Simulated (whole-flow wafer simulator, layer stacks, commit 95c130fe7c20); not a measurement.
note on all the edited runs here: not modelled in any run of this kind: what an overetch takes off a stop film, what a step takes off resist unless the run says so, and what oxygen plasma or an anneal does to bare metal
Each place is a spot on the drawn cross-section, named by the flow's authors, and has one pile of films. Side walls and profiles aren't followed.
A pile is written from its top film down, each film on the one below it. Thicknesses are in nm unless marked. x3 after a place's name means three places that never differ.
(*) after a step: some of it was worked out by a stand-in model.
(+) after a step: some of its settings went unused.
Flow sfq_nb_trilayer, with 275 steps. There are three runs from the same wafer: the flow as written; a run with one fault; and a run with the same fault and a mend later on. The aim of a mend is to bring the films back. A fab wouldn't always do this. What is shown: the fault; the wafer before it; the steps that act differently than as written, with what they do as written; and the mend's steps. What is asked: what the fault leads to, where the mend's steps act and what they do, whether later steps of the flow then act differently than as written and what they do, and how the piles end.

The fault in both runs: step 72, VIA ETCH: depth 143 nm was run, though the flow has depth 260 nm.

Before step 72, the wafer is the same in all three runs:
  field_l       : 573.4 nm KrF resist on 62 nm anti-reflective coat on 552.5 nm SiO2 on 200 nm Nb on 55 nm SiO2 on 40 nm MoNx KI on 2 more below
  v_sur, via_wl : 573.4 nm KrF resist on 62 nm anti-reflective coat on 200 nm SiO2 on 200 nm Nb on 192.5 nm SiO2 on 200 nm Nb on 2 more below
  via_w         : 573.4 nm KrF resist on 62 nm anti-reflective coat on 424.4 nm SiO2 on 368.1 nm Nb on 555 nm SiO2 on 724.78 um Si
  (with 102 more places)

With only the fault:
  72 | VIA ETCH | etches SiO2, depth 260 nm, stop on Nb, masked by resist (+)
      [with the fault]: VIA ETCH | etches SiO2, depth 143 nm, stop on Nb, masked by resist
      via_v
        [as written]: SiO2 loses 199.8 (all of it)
        [with the fault]: SiO2 loses 143
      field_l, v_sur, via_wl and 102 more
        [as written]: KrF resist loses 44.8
        [with the fault]: KrF resist loses 24.7
  Later steps of the flow acting differently than as written (3 other steps are not shown; they differ only slightly, by no more than 2% or 0.5 nm, whichever is larger):
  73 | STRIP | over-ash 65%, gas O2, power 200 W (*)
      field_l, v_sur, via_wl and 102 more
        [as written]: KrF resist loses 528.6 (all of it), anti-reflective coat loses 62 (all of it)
        [with the fault]: KrF resist loses 548.8 (all of it), anti-reflective coat loses 62 (all of it)
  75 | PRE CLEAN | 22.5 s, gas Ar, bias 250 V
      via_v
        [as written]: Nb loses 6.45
        [with the fault]: SiO2 loses 7.5
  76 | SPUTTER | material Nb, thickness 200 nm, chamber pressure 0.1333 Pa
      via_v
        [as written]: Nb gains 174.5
        [with the fault]: Nb gains 185.8 (new film)
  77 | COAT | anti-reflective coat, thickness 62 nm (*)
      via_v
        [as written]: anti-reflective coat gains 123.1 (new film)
        [with the fault]: anti-reflective coat gains 110.2 (new film)
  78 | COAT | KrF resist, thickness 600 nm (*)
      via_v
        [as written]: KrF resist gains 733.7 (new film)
        [with the fault]: KrF resist gains 688.4 (new film)
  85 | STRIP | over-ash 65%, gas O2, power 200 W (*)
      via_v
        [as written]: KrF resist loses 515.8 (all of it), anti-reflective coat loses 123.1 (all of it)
        [with the fault]: KrF resist loses 470.6 (all of it), anti-reflective coat loses 110.2 (all of it)
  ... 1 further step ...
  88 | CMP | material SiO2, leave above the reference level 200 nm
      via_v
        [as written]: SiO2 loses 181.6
        [with the fault]: SiO2 loses 157.1
  At via_v, the piles at the end differ from the flow's by more than 2% or 0.5 nm, whichever is larger.
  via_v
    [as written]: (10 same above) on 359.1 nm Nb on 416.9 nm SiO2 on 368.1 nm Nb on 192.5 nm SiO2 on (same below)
    [with the fault]: (10 same above) on 359.1 nm Nb on 349.8 nm SiO2 on 185.8 nm Nb on 49.3 nm SiO2 on 200 nm Nb on 192.5 nm SiO2 on (same below)

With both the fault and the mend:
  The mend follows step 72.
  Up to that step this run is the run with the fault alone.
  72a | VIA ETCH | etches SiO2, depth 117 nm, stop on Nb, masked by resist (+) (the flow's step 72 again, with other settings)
      field_l, v_sur, via_wl and 102 more
        KrF resist loses 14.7
      via_v
        SiO2 loses 56.8 (all of it)
  None of the later steps of the flow differs from how it acts as written, at any place that is followed, by more than 2% or 0.5 nm, whichever is larger.
  By the end, the piles equal the flow's at every place that both follow.
